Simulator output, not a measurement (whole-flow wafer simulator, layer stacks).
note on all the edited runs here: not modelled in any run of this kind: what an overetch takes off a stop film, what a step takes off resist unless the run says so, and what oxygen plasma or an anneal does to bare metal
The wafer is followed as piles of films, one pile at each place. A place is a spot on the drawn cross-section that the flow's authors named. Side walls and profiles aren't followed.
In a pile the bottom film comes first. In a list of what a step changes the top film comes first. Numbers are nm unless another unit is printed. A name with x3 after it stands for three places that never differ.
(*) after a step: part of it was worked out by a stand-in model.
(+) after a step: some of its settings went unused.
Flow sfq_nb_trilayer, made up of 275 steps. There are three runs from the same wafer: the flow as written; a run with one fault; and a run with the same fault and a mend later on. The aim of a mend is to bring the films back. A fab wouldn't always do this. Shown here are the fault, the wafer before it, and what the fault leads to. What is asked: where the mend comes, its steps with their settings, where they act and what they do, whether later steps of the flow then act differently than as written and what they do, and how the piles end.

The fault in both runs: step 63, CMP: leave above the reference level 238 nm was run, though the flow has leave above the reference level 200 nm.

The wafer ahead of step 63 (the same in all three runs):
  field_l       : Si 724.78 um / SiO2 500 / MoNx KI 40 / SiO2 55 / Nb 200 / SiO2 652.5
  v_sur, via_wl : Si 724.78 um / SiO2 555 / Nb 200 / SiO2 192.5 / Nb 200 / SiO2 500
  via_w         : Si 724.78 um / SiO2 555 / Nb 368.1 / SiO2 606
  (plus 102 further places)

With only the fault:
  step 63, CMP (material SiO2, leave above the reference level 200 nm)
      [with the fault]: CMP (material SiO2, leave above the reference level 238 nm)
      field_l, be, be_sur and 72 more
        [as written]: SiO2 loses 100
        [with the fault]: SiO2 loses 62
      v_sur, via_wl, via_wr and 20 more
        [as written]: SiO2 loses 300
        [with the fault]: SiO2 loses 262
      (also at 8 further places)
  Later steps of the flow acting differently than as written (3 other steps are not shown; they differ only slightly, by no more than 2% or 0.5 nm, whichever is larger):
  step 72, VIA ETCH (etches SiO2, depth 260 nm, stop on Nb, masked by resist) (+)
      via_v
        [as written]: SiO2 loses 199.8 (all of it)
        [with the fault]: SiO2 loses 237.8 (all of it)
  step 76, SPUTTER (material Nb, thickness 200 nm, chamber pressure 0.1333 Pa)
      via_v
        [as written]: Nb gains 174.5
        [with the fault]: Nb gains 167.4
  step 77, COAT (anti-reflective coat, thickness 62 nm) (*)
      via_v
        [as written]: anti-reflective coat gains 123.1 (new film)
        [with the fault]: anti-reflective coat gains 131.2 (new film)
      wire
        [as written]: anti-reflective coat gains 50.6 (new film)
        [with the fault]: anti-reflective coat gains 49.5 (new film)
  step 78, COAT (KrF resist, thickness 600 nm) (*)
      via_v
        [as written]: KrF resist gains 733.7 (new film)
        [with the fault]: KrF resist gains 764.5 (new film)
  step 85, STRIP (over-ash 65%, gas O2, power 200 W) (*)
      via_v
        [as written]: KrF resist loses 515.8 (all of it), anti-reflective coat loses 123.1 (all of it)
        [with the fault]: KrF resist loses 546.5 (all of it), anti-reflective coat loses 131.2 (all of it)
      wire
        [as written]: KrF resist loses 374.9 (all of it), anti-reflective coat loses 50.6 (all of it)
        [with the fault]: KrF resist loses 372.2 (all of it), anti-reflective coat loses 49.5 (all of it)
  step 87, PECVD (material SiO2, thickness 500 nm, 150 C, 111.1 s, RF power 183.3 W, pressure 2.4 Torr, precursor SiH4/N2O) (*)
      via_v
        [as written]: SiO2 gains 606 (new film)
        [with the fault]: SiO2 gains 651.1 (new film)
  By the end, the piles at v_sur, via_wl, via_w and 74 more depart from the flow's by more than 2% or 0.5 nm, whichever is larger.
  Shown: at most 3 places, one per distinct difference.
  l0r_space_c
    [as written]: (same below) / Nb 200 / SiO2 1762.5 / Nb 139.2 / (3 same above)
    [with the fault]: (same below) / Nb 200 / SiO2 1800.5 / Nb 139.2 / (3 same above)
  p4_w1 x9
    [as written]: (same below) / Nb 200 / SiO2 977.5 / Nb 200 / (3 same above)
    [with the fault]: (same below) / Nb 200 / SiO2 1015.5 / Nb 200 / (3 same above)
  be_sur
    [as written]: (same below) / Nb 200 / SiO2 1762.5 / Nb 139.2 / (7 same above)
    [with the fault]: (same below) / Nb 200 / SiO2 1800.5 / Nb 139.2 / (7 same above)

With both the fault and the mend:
  After step 64 comes the mend.
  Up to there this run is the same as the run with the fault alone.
  step 64a, CMP (material SiO2, leave above the reference level 200 nm) (the flow's step 63 again)
      field_l, v_sur, via_wl and 103 more
        SiO2 loses 38
  None of the later steps of the flow acts differently than as written at any place that is followed.
  By the end, the piles equal the flow's at every place that both follow.
